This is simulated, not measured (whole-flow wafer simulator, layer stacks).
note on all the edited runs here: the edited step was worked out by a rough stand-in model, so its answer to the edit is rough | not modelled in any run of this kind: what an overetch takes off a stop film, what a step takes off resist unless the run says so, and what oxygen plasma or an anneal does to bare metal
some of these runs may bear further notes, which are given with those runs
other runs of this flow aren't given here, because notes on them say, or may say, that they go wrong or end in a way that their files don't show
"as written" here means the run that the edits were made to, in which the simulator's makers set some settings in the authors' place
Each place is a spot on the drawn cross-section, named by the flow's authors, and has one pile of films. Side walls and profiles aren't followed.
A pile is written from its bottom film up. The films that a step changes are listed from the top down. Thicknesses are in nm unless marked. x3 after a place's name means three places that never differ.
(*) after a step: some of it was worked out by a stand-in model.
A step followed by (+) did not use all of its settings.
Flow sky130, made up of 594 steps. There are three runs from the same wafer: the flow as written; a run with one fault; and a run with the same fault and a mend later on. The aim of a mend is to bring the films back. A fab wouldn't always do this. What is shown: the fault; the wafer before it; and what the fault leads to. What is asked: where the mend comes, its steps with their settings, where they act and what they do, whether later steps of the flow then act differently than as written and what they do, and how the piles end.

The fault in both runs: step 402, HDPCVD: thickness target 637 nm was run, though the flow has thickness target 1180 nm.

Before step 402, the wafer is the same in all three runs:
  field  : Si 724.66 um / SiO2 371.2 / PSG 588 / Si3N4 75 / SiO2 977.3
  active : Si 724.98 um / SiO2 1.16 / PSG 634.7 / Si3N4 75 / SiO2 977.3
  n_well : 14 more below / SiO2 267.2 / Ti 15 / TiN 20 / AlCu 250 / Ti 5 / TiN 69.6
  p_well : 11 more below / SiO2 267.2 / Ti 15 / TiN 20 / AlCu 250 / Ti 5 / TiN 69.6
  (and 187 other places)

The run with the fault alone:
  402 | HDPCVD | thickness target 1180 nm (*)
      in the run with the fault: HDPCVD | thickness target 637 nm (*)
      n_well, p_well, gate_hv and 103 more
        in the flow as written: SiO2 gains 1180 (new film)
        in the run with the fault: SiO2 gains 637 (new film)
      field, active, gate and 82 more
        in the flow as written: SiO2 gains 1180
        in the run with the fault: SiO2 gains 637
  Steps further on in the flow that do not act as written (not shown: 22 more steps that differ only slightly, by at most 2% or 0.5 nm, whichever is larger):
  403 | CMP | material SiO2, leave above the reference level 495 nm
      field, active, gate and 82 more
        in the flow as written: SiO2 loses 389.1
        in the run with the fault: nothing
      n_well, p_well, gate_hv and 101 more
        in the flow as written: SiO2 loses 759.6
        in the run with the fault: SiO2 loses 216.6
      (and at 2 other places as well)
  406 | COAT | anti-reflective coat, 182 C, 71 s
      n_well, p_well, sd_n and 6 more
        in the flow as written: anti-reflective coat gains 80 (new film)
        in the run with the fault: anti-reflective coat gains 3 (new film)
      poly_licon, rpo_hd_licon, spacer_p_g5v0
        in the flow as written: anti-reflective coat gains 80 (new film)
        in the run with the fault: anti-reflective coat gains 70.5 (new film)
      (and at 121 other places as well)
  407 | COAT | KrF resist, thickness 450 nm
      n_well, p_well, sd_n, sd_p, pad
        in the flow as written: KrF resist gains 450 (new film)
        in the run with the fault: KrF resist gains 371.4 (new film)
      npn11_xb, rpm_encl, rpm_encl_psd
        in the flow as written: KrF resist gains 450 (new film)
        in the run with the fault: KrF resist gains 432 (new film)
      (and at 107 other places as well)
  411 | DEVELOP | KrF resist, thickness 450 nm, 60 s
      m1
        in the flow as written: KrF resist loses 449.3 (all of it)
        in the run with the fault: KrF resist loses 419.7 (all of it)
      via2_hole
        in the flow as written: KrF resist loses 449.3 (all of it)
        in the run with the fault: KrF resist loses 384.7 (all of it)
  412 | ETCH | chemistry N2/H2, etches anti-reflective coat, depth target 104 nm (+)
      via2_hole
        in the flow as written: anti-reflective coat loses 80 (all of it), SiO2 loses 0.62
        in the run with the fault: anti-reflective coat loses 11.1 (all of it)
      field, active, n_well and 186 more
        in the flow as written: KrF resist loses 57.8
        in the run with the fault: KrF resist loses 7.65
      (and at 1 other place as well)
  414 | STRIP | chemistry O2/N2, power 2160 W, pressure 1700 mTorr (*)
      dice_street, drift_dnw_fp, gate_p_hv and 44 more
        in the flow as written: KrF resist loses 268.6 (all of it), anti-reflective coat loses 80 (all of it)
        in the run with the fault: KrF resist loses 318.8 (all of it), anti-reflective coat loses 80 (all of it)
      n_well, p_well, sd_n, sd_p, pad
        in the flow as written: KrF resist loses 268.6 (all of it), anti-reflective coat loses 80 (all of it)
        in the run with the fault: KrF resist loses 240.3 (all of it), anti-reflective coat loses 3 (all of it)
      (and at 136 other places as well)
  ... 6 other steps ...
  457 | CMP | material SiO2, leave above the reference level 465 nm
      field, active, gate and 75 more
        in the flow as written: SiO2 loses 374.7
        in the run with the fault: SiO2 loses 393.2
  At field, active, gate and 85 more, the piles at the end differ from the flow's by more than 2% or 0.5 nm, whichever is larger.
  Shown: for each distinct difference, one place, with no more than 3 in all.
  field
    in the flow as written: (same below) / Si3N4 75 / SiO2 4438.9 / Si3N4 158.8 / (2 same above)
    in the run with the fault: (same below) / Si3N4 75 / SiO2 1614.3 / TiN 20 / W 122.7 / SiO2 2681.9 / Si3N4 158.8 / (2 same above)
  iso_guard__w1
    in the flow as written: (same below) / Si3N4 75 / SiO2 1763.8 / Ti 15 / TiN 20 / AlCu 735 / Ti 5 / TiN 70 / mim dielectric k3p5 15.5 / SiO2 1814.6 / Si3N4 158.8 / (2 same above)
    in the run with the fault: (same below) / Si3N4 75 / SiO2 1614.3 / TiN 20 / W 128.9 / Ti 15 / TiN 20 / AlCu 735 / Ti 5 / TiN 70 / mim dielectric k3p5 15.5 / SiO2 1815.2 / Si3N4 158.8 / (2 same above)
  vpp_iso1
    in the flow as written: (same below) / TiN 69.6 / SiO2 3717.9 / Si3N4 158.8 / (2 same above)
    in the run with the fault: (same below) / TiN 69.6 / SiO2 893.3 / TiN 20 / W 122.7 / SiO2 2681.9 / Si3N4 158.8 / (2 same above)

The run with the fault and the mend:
  The mend stands after step 402.
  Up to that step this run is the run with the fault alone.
  402a | HDPCVD | thickness target 543 nm (*) (the flow's step 402 again, with other settings)
      field, active, n_well and 188 more
        SiO2 gains 543
  Later steps of the flow that are run all act as written at every place that is followed, up to a difference of at most 2% or 0.5 nm, whichever is larger.
  The piles end the same as the flow's at every place that both follow.
